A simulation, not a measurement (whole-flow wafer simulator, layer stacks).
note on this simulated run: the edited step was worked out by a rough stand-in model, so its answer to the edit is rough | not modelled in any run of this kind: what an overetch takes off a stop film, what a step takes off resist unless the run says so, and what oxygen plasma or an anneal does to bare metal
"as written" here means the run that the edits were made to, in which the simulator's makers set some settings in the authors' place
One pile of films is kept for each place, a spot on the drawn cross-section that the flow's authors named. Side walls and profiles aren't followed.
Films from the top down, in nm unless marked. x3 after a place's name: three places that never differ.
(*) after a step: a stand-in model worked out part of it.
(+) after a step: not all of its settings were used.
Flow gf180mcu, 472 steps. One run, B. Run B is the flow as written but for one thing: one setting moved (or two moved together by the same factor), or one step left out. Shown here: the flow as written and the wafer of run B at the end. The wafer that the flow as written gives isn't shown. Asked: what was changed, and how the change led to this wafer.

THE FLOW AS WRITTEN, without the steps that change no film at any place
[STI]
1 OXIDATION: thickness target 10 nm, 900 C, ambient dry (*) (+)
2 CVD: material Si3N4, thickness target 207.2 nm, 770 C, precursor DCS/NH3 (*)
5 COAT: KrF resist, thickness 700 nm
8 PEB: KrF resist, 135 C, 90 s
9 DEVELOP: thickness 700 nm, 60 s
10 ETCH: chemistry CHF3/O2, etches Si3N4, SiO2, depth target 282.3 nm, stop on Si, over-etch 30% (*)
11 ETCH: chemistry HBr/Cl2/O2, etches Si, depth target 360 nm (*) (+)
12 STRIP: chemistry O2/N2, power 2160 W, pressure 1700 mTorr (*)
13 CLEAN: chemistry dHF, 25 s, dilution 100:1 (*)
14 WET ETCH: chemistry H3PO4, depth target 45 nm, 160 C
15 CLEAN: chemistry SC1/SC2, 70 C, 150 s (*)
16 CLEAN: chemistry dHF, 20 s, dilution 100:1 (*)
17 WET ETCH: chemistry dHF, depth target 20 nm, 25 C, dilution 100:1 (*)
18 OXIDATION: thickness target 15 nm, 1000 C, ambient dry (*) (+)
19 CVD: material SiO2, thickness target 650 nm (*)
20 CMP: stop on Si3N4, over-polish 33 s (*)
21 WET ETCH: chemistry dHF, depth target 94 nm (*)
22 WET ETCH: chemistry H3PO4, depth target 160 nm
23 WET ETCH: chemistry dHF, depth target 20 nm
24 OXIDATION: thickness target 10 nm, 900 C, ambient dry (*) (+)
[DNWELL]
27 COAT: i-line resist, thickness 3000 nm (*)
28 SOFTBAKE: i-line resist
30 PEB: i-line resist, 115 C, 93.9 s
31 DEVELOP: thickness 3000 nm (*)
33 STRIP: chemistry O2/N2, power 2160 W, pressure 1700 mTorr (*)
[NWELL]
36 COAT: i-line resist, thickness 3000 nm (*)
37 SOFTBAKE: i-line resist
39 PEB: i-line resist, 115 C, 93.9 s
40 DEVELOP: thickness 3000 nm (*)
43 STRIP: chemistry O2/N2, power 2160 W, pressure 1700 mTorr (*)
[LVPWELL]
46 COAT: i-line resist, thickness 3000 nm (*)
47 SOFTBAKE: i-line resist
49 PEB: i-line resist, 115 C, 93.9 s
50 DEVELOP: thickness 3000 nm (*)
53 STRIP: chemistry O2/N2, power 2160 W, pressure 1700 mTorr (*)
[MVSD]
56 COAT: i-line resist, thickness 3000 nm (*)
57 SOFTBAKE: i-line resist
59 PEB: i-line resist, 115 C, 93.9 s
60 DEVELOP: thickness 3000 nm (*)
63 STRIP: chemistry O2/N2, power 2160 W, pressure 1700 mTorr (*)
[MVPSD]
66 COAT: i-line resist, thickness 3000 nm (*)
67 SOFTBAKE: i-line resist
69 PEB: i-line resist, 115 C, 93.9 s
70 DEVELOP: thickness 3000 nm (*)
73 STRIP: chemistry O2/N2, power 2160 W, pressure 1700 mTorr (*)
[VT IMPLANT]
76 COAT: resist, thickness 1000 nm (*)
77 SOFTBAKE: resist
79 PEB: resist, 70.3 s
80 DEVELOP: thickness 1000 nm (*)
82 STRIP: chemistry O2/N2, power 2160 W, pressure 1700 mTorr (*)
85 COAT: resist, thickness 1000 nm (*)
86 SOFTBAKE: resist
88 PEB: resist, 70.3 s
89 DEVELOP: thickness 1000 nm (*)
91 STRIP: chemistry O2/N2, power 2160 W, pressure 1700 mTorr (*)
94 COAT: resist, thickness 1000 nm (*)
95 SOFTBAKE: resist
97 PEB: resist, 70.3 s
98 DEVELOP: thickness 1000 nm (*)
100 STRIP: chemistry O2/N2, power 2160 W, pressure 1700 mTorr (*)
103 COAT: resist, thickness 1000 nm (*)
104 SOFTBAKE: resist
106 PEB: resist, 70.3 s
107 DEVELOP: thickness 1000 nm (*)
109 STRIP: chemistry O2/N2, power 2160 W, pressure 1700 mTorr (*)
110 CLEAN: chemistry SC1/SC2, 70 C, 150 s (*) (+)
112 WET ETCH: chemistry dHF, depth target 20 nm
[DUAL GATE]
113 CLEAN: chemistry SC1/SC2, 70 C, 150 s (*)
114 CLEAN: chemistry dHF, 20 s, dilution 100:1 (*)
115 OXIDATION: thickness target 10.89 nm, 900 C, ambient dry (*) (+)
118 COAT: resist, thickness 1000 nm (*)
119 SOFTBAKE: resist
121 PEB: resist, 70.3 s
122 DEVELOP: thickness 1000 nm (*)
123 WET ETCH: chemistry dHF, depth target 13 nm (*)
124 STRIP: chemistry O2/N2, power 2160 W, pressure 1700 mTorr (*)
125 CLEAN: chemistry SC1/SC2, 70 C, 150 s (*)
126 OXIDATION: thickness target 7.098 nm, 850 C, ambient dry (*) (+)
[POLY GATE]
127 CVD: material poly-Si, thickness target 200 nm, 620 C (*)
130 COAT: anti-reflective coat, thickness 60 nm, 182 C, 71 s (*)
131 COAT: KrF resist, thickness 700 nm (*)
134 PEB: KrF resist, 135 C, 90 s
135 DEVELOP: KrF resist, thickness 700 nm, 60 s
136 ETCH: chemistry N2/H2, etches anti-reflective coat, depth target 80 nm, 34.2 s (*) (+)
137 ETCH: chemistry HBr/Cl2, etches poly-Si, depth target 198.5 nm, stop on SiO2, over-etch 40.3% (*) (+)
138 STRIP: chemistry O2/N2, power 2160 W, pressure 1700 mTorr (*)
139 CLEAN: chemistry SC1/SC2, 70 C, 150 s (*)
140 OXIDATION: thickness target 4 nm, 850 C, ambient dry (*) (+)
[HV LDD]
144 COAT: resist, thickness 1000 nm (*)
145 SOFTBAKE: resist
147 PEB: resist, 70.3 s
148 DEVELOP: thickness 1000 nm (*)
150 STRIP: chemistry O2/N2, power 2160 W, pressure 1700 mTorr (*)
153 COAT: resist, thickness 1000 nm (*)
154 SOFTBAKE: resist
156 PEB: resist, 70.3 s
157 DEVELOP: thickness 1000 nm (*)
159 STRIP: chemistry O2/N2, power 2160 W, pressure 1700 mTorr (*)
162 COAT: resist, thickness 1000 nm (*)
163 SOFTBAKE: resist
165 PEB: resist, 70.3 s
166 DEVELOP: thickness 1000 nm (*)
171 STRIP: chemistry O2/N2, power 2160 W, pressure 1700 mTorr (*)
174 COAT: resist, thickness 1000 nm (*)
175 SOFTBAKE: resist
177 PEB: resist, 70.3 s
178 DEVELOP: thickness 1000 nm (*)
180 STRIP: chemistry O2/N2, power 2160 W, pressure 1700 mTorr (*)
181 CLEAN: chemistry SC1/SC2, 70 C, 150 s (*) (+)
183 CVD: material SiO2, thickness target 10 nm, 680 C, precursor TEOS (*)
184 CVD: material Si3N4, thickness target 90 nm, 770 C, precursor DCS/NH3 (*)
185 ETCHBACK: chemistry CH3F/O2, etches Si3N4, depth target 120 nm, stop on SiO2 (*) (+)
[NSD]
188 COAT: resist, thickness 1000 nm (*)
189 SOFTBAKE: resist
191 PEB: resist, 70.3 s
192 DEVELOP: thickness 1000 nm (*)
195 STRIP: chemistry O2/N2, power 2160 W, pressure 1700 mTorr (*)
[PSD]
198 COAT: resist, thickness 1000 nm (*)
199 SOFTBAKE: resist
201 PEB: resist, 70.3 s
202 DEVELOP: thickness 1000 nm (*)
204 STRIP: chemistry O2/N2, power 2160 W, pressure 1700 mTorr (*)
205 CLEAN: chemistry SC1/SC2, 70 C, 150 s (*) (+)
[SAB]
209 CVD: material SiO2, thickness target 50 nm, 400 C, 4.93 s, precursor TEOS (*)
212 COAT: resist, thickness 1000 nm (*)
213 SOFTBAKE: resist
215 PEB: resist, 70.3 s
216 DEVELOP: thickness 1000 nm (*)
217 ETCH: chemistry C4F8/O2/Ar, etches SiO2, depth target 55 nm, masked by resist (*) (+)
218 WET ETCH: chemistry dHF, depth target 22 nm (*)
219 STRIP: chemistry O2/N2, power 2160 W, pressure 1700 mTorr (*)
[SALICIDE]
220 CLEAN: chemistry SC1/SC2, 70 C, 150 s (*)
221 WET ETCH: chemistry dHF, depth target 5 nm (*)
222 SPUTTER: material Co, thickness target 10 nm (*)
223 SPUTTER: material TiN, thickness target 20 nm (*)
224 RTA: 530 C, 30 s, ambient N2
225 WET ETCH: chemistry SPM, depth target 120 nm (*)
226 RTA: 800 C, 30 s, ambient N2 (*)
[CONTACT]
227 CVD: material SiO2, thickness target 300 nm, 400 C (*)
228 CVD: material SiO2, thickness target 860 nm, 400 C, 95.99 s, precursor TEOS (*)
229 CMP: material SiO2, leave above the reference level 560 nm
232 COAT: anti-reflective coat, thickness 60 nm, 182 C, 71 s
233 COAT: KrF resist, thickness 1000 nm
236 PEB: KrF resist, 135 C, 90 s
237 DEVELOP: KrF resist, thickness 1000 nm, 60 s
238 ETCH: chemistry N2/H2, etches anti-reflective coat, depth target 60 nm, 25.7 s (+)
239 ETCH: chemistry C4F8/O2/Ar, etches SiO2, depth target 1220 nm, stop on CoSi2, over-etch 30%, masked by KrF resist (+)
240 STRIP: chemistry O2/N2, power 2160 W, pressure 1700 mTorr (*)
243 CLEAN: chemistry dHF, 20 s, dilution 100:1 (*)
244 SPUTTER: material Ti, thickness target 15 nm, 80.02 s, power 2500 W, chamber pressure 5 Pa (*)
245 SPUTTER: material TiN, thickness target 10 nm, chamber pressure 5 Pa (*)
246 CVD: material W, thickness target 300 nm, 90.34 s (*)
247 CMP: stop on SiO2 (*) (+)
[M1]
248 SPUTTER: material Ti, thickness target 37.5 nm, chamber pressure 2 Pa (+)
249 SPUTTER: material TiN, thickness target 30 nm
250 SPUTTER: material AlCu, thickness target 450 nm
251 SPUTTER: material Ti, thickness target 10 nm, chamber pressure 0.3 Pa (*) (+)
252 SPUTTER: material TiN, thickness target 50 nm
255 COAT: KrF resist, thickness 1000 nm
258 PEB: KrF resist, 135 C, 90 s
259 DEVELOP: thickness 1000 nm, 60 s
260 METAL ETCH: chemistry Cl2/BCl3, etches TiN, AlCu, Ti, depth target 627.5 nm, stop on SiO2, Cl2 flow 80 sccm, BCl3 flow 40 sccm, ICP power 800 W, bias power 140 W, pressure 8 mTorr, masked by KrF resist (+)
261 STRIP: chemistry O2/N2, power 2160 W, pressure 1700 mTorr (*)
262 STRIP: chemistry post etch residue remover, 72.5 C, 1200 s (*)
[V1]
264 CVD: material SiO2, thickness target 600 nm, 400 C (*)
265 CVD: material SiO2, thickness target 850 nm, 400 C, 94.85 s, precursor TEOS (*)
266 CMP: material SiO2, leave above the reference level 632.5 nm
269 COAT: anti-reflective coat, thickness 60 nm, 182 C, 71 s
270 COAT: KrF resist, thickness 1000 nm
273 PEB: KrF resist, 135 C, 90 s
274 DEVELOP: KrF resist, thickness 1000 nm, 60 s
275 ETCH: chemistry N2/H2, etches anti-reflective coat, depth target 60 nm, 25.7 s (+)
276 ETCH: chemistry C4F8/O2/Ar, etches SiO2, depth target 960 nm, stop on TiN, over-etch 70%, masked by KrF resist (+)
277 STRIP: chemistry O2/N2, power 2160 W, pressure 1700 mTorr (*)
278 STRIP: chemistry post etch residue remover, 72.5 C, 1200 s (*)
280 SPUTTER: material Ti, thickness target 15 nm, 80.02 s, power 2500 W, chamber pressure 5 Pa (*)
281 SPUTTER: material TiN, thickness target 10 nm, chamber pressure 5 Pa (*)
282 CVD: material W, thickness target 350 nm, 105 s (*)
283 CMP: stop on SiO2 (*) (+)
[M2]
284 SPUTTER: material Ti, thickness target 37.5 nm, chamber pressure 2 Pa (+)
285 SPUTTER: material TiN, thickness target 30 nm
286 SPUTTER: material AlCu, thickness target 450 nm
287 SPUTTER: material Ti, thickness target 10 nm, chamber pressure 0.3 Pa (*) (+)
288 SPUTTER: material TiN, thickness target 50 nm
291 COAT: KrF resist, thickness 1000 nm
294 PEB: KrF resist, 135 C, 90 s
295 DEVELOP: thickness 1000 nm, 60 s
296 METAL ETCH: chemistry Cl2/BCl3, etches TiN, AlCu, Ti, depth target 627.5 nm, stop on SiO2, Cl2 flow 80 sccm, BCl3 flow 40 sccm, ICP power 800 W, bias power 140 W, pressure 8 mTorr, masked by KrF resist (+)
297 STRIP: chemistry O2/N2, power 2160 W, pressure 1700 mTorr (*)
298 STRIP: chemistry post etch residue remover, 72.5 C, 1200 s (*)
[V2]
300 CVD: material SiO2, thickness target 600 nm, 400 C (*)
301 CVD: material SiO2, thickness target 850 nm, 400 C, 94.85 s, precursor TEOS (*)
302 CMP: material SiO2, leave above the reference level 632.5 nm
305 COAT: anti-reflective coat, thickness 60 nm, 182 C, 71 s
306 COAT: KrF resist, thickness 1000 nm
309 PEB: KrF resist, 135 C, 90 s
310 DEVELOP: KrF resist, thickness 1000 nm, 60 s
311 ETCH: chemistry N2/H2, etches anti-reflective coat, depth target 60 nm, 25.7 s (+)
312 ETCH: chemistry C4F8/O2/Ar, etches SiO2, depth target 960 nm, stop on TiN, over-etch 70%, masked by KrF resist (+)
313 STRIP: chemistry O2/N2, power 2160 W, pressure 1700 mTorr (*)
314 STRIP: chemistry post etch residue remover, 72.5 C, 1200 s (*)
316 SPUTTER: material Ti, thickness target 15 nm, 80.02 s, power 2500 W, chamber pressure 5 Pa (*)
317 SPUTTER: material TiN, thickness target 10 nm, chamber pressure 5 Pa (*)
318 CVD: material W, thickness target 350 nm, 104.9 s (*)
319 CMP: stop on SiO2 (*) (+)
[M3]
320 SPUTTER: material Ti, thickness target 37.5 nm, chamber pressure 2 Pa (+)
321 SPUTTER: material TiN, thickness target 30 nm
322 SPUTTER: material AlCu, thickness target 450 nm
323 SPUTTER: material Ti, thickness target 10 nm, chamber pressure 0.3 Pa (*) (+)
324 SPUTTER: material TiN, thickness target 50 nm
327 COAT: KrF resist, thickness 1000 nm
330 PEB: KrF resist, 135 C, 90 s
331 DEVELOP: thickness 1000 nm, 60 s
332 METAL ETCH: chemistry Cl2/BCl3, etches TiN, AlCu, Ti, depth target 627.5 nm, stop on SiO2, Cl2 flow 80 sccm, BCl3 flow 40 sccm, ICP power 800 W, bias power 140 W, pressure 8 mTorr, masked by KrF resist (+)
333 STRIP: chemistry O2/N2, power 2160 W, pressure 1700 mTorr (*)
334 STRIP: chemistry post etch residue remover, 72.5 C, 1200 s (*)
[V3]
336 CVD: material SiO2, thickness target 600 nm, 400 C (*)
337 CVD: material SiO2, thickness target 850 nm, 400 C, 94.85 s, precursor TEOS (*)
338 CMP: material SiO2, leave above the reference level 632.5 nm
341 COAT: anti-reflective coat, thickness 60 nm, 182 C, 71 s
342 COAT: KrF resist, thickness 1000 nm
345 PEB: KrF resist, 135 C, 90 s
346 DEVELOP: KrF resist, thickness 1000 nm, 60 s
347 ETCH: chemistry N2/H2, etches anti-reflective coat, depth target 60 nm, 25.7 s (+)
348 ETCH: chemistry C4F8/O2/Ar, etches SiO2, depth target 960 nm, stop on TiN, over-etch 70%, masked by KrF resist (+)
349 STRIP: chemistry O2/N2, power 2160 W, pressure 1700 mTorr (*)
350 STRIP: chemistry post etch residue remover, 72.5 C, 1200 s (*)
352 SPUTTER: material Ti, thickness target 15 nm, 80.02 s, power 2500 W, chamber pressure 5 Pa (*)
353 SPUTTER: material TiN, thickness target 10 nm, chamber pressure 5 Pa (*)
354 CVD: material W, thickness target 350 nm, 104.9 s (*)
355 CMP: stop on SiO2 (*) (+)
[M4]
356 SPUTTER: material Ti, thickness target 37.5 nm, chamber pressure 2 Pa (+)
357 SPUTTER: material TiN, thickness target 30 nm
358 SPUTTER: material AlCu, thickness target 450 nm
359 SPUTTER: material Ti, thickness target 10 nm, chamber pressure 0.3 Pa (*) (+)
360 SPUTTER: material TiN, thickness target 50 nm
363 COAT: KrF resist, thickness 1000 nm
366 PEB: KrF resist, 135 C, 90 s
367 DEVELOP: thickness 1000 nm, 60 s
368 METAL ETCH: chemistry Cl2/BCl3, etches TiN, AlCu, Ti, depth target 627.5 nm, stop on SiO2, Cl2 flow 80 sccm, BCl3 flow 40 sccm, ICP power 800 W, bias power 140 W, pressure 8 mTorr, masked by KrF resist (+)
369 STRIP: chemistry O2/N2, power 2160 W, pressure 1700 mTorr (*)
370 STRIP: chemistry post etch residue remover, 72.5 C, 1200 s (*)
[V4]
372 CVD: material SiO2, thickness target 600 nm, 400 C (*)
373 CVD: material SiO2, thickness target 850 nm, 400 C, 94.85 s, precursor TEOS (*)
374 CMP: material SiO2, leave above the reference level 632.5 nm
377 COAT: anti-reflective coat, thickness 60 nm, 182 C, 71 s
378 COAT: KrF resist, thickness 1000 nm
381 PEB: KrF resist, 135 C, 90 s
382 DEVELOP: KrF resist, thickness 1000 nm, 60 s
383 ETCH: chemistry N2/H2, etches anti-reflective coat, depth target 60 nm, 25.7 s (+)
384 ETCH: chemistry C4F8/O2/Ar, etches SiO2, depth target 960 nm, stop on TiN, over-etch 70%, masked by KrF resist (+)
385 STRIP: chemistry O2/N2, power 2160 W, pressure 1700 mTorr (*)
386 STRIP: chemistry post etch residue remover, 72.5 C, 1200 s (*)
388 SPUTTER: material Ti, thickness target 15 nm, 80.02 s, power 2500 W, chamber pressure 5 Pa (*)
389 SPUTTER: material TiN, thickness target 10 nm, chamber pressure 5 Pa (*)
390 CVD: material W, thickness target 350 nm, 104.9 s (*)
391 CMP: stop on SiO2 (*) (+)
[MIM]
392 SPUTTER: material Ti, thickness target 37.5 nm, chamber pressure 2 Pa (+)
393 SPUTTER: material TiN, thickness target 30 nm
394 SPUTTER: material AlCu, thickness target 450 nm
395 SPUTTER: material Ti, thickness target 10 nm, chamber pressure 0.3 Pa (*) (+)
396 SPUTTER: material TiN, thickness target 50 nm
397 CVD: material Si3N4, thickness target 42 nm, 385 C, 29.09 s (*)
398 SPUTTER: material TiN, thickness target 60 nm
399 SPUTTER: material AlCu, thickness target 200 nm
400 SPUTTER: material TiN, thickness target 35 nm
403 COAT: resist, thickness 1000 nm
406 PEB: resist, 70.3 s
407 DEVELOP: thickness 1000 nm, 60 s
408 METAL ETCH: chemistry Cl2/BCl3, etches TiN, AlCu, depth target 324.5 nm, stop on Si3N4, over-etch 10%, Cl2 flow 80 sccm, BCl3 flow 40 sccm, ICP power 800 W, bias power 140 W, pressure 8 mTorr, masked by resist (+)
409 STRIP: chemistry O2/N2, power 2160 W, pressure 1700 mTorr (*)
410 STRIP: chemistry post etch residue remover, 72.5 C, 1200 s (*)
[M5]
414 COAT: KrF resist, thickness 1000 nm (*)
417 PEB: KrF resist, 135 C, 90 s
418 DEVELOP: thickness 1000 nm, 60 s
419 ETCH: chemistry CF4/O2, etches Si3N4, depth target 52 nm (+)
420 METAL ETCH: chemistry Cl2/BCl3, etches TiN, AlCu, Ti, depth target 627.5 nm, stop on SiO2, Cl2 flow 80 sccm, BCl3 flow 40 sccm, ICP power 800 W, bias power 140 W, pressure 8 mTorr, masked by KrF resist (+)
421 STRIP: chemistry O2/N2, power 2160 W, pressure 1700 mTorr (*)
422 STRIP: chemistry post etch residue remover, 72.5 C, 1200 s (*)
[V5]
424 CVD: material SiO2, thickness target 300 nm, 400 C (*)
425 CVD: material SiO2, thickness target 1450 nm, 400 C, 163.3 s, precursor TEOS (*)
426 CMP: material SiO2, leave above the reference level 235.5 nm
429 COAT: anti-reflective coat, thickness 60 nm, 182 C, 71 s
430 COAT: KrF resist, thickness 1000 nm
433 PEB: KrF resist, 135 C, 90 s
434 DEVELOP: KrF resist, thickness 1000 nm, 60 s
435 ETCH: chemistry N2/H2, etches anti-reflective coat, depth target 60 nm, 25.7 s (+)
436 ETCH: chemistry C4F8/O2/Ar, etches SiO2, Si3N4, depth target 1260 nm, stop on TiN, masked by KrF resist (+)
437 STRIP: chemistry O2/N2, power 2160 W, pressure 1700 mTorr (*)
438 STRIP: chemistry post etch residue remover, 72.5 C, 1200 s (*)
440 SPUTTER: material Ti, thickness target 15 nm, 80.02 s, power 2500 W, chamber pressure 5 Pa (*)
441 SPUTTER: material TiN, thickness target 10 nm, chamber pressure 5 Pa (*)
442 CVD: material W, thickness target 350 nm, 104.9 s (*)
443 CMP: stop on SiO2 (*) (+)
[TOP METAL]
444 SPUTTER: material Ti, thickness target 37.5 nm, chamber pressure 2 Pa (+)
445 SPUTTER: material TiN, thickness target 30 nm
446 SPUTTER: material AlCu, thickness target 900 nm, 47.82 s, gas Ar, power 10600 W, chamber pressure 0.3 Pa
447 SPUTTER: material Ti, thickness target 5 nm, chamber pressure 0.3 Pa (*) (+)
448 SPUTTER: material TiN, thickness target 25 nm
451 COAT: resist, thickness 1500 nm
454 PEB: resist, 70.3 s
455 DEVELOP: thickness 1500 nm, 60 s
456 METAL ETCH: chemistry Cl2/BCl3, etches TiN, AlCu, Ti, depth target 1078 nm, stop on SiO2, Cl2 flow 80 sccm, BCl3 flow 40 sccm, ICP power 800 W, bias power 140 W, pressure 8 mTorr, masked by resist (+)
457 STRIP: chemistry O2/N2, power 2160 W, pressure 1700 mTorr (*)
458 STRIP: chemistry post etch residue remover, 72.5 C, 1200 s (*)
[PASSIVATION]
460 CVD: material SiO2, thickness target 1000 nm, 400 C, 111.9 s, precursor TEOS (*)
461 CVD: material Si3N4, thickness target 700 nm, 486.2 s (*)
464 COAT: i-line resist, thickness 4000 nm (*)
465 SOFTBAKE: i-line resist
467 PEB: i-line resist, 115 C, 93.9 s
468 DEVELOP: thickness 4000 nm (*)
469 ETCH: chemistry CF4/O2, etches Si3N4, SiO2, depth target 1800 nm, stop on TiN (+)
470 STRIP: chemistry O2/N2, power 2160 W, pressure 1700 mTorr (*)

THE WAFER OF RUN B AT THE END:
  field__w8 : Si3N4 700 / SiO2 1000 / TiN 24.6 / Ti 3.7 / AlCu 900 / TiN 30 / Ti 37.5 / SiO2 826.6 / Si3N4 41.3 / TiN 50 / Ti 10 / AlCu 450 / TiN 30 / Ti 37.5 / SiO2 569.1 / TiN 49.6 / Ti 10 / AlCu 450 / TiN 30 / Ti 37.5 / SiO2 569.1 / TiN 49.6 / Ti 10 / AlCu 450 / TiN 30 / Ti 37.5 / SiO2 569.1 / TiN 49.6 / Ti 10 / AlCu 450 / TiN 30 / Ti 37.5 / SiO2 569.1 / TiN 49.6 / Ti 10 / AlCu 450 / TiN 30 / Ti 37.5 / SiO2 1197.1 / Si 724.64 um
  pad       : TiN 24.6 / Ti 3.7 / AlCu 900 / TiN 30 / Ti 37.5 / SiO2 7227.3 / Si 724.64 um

The cause: step 447, SPUTTER: thickness target 3.7 nm was run, where the flow has thickness target 5 nm.
It can be read off the wafer: field__w8 has Ti 3.7, and step 447 as written asks for 5 nm.

How the change led to this, step by step:
  447 SPUTTER: material Ti, thickness target 5 nm, chamber pressure 0.3 Pa (*) (+)
      field, field__w1, field__w2 and 109 more: Ti +3.7 (new film) (as written it would be: Ti +5 (new film))
  456 METAL ETCH: chemistry Cl2/BCl3, etches TiN, AlCu, Ti, depth target 1078 nm, stop on SiO2, Cl2 flow 80 sccm, BCl3 flow 40 sccm, ICP power 800 W, bias power 140 W, pressure 8 mTorr, masked by resist (+)
      field, field__w1, field__w2 and 103 more: TiN -25 (all of it), Ti -3.7 (all of it), AlCu -900 (all of it), TiN -30 (all of it), Ti -37.5 (all of it) (as written it would be: TiN -25 (all of it), Ti -5 (all of it), AlCu -900 (all of it), TiN -30 (all of it), Ti -37.5 (all of it))
